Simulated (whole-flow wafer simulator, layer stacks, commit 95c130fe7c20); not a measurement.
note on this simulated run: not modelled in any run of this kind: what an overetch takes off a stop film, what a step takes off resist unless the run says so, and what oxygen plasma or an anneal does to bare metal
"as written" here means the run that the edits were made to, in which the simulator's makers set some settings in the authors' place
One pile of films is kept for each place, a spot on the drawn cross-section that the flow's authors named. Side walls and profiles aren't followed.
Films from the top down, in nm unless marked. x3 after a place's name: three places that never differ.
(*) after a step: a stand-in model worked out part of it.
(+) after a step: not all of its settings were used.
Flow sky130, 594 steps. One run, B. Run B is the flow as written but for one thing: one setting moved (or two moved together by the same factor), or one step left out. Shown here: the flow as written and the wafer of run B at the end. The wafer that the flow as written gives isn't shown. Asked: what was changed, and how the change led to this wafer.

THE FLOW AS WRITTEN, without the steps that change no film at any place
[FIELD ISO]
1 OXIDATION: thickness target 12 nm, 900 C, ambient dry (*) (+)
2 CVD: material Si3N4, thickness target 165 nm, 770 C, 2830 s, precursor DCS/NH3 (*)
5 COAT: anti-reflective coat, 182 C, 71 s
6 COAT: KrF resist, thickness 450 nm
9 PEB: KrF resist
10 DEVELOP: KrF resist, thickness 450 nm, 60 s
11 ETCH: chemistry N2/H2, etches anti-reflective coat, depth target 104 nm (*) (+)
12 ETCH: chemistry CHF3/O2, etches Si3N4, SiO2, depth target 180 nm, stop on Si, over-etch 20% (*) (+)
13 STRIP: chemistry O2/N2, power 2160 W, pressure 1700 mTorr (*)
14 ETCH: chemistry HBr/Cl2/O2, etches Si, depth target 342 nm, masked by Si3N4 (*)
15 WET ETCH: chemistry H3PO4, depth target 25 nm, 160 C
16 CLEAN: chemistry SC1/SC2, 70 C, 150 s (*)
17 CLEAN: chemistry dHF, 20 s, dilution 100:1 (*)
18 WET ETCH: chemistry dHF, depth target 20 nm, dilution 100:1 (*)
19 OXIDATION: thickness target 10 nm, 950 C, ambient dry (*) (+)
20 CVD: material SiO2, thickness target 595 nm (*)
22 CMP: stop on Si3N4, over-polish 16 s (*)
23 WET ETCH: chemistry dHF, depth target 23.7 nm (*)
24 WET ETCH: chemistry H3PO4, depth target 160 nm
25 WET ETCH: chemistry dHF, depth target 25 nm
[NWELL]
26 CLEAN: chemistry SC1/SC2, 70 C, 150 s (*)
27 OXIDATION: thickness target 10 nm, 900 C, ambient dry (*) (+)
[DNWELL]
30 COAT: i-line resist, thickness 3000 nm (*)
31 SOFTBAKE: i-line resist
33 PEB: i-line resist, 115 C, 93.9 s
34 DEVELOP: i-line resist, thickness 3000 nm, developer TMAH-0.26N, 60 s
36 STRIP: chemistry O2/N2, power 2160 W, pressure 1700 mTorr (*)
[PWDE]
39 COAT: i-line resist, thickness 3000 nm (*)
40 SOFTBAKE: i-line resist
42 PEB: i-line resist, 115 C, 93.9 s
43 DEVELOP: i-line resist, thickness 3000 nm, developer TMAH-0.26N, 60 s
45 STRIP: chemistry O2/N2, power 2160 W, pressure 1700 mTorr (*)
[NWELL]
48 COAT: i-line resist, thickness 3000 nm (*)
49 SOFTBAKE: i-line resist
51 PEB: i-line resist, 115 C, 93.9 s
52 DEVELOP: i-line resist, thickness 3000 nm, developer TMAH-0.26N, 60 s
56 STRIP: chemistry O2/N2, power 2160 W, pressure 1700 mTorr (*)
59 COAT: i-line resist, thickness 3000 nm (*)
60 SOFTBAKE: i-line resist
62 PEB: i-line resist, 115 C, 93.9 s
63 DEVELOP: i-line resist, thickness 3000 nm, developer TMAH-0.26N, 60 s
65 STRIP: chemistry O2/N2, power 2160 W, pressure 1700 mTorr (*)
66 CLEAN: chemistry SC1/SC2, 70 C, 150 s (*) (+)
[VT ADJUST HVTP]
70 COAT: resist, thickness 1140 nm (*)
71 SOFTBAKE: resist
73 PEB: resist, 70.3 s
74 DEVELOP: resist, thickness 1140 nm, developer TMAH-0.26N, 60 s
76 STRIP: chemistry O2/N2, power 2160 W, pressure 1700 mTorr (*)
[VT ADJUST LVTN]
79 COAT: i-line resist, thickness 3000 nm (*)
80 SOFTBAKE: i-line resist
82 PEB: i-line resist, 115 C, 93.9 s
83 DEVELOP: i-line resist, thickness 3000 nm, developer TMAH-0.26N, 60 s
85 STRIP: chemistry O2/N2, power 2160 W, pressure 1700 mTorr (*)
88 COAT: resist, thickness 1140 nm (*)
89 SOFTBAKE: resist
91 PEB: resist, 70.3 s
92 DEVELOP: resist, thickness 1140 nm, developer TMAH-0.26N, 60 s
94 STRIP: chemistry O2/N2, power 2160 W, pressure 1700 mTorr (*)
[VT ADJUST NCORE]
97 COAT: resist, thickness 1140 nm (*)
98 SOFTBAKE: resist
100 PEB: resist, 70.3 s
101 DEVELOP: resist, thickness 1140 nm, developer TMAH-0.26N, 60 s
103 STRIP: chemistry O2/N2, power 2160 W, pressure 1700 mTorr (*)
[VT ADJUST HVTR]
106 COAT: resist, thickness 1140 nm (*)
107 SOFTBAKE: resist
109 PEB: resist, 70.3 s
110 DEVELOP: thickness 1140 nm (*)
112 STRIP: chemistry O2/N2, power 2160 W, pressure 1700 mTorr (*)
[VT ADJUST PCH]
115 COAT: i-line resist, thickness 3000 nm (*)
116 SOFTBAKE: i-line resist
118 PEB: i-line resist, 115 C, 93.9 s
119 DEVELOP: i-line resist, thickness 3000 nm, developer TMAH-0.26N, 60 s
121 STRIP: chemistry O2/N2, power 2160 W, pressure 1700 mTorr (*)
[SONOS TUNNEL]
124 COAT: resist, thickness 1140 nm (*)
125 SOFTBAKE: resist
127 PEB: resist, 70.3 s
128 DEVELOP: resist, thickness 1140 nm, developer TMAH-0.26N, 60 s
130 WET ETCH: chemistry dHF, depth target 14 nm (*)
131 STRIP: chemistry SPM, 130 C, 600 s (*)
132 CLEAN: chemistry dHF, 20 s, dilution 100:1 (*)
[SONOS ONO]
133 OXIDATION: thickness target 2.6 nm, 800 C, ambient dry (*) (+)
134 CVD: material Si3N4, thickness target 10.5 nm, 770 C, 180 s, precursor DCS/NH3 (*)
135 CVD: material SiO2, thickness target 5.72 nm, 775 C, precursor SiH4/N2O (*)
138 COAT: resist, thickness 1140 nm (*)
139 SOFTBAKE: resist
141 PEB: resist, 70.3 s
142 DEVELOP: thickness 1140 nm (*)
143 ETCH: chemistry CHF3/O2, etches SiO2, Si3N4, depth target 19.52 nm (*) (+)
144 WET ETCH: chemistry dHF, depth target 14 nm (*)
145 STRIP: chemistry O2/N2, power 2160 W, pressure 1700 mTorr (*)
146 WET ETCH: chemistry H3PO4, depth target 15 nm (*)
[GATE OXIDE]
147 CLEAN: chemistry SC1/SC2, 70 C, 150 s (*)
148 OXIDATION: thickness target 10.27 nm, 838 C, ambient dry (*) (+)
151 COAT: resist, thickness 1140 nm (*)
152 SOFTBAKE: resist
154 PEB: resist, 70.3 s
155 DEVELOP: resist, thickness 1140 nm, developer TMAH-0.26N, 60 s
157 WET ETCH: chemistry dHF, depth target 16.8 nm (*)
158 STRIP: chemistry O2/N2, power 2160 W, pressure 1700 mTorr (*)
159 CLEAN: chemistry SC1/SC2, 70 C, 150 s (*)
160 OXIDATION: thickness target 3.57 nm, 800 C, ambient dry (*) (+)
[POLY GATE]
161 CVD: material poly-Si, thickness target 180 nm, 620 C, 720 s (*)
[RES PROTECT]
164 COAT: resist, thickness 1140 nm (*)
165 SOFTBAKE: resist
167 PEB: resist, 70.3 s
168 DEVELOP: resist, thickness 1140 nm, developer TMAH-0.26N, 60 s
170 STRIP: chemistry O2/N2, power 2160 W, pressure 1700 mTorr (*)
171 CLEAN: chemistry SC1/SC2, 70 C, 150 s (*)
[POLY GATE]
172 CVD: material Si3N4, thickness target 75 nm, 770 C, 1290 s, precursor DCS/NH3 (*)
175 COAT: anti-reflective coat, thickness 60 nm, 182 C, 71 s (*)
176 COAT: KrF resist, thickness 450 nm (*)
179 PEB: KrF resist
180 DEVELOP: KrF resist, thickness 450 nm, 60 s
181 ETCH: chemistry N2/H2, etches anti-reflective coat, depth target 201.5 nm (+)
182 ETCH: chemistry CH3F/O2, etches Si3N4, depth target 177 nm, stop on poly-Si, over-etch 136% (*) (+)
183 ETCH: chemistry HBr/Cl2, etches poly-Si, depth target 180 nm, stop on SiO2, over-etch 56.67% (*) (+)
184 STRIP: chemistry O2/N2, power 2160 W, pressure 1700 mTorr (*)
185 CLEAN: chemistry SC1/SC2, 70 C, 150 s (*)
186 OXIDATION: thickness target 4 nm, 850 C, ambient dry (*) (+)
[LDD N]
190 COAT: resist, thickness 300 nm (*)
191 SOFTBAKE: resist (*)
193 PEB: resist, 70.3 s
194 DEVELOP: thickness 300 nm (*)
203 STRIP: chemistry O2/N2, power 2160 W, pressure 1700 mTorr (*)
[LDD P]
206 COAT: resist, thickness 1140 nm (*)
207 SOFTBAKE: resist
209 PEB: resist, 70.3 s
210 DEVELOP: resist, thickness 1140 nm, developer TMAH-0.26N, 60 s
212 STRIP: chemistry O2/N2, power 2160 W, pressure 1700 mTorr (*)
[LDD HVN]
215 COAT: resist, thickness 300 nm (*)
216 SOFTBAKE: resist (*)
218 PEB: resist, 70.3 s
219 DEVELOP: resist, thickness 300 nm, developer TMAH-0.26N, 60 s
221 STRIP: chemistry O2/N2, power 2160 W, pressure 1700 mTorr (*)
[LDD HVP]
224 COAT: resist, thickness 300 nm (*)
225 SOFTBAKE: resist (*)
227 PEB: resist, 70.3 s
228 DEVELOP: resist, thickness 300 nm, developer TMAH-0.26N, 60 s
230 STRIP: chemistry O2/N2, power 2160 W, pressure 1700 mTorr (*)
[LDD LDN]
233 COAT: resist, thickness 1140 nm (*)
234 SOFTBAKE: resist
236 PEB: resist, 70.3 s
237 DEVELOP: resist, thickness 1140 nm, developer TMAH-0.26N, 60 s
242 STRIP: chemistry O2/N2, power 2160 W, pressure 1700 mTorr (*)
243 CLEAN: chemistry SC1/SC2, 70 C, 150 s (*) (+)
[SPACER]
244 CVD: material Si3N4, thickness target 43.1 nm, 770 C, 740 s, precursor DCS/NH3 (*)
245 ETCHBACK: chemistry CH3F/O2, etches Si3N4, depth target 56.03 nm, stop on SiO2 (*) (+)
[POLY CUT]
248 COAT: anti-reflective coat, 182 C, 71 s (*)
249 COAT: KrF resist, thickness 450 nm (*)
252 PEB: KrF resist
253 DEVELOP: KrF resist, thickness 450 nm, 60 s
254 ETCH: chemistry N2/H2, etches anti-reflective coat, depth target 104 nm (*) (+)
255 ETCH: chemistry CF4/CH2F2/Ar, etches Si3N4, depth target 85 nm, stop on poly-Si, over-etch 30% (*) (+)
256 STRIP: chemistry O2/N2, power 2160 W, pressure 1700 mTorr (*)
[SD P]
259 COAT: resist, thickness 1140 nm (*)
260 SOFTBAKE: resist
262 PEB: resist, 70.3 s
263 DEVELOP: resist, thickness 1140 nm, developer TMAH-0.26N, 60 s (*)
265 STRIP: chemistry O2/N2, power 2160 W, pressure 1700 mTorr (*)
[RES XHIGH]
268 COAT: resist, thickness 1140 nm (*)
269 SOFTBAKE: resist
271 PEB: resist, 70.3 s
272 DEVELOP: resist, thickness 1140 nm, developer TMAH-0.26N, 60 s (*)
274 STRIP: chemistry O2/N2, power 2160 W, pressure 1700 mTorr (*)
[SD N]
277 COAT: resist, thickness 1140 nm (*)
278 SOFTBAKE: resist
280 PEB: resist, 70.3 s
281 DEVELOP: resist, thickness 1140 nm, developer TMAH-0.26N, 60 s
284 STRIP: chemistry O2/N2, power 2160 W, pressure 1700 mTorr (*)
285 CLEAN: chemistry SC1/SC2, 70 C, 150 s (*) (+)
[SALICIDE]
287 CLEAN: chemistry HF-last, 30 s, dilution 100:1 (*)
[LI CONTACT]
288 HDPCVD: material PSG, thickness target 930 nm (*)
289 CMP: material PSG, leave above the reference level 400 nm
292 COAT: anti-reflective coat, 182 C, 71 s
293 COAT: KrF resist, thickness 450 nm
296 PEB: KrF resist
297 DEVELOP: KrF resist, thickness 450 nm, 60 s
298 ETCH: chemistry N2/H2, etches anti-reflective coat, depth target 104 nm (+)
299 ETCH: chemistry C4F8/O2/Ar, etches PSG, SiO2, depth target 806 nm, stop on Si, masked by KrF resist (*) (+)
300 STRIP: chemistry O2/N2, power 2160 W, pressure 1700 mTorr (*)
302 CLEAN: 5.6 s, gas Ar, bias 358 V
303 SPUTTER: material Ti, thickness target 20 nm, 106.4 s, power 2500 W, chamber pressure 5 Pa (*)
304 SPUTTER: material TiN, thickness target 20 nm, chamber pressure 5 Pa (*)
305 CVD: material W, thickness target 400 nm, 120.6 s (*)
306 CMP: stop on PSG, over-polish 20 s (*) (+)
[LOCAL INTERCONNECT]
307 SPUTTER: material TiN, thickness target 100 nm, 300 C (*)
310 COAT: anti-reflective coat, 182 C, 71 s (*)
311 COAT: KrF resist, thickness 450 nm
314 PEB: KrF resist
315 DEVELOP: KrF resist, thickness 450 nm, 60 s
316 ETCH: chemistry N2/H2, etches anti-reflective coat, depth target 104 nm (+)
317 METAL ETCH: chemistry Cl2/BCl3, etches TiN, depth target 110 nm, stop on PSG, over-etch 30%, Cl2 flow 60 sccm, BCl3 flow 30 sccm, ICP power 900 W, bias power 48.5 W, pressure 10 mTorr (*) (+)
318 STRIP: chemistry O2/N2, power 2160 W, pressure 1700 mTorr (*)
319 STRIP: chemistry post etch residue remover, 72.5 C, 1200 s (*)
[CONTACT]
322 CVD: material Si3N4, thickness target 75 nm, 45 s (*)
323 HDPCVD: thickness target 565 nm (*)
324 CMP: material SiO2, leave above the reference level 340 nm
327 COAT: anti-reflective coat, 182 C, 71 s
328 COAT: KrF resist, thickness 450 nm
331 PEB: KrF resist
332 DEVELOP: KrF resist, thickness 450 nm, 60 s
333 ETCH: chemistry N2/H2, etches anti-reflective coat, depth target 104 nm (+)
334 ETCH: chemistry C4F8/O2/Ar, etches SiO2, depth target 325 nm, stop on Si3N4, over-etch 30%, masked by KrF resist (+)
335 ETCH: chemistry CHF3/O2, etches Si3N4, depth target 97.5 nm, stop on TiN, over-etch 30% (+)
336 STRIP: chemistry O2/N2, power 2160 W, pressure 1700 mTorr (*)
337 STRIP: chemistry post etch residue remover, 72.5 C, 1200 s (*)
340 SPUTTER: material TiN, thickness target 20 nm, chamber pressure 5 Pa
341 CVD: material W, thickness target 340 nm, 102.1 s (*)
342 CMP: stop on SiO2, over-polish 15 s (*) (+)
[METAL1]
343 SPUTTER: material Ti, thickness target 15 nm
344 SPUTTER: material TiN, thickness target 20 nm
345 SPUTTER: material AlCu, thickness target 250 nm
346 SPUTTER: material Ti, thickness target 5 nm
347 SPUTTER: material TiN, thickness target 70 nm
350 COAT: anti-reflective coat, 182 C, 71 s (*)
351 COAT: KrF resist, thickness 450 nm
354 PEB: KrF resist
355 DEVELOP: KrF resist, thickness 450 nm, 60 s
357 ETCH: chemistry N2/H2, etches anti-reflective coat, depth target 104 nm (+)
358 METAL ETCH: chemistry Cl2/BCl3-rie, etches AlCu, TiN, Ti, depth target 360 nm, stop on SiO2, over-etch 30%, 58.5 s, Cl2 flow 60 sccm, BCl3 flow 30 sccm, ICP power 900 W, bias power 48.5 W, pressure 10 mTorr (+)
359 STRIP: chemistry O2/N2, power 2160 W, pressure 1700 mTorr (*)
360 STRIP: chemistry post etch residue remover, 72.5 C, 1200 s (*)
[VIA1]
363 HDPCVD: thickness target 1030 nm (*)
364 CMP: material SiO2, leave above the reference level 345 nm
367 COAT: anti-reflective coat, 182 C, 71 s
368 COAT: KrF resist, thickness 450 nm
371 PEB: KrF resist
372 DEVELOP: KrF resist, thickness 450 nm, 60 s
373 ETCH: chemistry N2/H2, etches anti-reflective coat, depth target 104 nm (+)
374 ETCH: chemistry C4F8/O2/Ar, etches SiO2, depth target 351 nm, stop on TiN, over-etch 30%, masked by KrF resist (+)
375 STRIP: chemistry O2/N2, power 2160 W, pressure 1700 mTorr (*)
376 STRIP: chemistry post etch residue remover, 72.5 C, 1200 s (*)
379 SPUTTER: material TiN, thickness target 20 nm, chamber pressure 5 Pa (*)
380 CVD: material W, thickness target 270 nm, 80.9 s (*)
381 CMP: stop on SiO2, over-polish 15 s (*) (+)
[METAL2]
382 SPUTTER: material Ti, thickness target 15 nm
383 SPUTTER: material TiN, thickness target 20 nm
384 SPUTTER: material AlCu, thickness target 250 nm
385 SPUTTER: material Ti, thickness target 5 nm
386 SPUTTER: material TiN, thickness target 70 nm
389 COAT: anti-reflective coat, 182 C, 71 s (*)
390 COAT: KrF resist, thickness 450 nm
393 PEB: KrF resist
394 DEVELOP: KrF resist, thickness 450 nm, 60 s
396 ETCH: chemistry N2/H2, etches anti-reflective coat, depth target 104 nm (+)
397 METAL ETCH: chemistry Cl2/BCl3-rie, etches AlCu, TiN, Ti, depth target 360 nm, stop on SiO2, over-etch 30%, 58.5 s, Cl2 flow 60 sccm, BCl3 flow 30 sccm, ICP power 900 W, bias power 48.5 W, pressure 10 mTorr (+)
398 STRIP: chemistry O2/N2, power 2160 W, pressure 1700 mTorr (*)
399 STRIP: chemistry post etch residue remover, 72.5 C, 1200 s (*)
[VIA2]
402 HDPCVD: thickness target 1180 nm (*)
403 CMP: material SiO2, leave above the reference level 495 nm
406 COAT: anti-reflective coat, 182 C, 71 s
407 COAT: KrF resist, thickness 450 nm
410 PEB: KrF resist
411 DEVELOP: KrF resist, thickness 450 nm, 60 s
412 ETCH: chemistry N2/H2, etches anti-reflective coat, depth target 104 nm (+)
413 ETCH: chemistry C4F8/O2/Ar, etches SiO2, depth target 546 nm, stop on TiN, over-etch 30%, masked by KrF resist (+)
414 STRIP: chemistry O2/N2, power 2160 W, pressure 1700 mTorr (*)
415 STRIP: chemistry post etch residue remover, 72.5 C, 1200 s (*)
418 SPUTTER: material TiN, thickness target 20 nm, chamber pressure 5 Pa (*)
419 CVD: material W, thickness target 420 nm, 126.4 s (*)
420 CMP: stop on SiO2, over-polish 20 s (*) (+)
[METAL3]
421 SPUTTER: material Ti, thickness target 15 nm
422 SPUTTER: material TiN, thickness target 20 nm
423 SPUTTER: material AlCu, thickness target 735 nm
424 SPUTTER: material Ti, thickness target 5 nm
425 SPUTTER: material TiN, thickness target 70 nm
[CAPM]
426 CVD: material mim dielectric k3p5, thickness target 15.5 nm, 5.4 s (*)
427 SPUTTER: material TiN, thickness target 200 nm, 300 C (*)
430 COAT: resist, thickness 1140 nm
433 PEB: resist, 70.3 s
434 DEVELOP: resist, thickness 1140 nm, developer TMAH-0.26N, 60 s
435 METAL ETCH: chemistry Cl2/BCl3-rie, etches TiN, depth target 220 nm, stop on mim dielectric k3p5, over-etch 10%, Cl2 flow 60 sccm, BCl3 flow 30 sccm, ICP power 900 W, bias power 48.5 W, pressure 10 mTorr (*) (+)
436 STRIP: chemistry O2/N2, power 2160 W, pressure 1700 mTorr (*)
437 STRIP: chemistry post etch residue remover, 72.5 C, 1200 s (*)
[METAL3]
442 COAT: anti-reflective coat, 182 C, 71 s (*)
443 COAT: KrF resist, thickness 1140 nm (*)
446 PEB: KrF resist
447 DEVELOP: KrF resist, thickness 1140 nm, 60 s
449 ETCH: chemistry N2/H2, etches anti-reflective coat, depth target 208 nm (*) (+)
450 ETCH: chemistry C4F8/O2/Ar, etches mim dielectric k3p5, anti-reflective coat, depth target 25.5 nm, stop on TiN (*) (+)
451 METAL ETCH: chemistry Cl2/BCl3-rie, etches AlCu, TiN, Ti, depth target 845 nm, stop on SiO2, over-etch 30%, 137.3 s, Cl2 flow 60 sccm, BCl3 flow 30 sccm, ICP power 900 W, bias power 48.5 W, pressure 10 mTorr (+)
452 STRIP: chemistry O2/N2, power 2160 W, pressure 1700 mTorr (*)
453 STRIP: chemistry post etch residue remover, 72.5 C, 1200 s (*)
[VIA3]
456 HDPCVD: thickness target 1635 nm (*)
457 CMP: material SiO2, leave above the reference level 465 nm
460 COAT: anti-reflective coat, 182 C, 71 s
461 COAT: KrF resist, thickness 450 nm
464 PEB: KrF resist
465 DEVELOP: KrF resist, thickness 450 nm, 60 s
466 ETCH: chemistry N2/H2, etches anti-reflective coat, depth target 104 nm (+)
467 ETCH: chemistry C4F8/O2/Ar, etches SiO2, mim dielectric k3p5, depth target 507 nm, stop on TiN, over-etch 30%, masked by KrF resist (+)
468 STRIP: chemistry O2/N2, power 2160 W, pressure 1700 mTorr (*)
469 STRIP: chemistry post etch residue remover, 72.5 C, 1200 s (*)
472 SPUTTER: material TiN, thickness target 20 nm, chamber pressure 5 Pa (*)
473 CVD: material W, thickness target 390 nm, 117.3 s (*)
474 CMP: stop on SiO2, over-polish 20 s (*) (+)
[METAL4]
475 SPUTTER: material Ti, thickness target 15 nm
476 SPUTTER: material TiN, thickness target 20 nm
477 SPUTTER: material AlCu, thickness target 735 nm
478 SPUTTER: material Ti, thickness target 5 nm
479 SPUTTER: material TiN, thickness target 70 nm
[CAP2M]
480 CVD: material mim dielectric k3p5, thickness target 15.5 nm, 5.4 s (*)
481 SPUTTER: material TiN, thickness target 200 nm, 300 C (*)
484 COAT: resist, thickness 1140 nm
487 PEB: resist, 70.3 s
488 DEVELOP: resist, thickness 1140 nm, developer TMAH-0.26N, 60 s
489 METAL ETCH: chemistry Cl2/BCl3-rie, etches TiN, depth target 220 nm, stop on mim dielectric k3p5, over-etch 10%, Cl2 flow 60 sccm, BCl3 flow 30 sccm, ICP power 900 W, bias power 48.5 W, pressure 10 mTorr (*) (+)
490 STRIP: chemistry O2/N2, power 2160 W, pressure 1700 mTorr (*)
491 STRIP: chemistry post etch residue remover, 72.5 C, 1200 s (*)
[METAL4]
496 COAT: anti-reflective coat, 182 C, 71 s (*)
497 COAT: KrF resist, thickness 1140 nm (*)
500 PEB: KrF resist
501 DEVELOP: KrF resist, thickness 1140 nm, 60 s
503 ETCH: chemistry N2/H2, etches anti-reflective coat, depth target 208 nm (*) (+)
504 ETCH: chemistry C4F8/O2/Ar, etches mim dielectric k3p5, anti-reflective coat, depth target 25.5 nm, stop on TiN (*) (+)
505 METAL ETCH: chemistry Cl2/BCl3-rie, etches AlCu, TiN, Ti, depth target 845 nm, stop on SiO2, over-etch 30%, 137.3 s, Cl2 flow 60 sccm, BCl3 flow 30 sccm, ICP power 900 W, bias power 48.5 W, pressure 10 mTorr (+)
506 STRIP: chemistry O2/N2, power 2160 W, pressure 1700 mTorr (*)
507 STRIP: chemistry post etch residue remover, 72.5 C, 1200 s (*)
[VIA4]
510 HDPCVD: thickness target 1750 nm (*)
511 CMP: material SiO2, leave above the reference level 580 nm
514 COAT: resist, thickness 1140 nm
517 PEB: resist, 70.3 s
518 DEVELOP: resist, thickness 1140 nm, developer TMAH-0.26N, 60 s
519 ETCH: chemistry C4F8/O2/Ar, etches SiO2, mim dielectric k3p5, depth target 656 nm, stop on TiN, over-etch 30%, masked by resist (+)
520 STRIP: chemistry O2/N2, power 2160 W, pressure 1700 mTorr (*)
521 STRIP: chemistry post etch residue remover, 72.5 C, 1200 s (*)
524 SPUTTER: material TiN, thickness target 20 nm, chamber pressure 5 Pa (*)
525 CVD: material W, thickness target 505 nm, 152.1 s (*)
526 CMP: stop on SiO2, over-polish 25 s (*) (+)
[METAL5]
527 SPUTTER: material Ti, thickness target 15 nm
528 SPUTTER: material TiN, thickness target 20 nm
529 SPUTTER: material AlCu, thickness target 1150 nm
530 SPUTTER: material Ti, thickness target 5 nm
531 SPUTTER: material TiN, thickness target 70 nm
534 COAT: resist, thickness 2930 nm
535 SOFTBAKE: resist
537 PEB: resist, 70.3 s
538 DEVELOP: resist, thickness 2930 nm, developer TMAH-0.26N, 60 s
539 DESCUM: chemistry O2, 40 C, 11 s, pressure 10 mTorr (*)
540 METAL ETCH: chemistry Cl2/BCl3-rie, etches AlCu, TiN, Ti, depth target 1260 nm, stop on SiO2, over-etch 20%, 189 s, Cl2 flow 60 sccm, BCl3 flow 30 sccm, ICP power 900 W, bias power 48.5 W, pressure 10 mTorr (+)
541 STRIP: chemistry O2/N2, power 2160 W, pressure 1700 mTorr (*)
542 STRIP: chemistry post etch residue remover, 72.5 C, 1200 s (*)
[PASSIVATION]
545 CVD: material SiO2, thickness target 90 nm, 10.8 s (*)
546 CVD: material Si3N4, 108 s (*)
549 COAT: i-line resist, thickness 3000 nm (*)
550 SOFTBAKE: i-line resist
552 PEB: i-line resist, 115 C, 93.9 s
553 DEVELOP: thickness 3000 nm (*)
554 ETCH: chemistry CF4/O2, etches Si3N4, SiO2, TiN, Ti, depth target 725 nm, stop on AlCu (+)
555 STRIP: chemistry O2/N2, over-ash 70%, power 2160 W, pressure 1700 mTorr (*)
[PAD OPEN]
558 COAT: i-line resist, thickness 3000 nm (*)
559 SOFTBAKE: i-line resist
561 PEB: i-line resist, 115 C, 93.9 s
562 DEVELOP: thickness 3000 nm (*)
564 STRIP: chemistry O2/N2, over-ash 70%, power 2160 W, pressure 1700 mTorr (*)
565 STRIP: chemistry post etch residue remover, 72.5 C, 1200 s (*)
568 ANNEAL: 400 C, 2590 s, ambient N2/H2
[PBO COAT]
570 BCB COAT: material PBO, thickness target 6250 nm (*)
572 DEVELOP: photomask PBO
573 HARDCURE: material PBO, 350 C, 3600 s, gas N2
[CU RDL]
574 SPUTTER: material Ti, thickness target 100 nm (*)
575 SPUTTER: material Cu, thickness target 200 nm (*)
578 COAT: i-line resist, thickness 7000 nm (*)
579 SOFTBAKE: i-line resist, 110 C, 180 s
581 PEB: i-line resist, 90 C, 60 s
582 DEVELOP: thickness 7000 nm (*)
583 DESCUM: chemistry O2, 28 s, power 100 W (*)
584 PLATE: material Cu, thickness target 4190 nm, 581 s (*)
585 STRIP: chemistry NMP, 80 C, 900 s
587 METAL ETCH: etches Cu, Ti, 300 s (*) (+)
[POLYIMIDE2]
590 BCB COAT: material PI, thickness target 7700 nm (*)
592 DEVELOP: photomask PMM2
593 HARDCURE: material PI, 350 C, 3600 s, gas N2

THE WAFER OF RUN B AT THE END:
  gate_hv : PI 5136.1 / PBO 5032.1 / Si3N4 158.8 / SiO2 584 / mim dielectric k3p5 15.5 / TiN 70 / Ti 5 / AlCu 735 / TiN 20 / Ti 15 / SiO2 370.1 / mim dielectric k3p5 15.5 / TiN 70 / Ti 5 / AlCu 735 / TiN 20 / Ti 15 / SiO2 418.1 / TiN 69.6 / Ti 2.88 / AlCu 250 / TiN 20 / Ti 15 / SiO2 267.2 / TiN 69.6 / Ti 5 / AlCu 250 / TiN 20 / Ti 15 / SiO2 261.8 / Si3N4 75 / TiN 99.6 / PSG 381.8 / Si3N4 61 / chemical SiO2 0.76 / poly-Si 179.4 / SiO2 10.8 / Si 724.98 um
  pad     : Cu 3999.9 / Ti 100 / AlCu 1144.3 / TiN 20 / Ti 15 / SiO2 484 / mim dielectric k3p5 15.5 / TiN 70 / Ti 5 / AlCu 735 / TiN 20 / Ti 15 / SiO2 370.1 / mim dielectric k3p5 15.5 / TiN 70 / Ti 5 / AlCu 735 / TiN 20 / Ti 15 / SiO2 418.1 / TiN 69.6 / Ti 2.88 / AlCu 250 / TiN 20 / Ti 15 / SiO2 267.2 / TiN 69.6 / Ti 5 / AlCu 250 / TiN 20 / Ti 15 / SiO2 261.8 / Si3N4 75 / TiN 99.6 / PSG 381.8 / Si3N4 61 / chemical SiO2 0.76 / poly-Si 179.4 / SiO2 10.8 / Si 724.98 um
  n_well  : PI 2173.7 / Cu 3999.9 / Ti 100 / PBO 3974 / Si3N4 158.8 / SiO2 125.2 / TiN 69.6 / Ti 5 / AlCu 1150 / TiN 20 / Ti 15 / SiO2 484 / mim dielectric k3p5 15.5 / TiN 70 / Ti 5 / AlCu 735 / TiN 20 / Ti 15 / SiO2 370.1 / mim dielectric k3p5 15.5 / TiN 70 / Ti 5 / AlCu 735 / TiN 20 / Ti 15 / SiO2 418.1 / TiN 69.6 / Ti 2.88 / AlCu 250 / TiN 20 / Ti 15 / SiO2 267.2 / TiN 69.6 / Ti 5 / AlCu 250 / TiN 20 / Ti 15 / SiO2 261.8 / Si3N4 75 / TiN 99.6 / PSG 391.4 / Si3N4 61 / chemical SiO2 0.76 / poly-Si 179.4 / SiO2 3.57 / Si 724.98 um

The cause: step 385, SPUTTER: thickness target 2.88 nm was run, where the flow has thickness target 5 nm.
It can be read off the wafer: gate_hv has Ti 2.88, and step 385 as written asks for 5 nm.

How the change led to this, step by step:
  385 SPUTTER: material Ti, thickness target 5 nm
      field, active, n_well and 188 more: Ti +2.88 (new film) (as written it would be: Ti +5 (new film))
  397 METAL ETCH: chemistry Cl2/BCl3-rie, etches AlCu, TiN, Ti, depth target 360 nm, stop on SiO2, over-etch 30%, 58.5 s, Cl2 flow 60 sccm, BCl3 flow 30 sccm, ICP power 900 W, bias power 48.5 W, pressure 10 mTorr (+)
      field, active, gate and 82 more: TiN -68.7 (all of it), Ti -2.88 (all of it), AlCu -250 (all of it), TiN -20 (all of it), Ti -15 (all of it), SiO2 -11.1 (as written it would be: TiN -68.7 (all of it), Ti -5 (all of it), AlCu -250 (all of it), TiN -20 (all of it), Ti -15 (all of it), SiO2 -10.9)
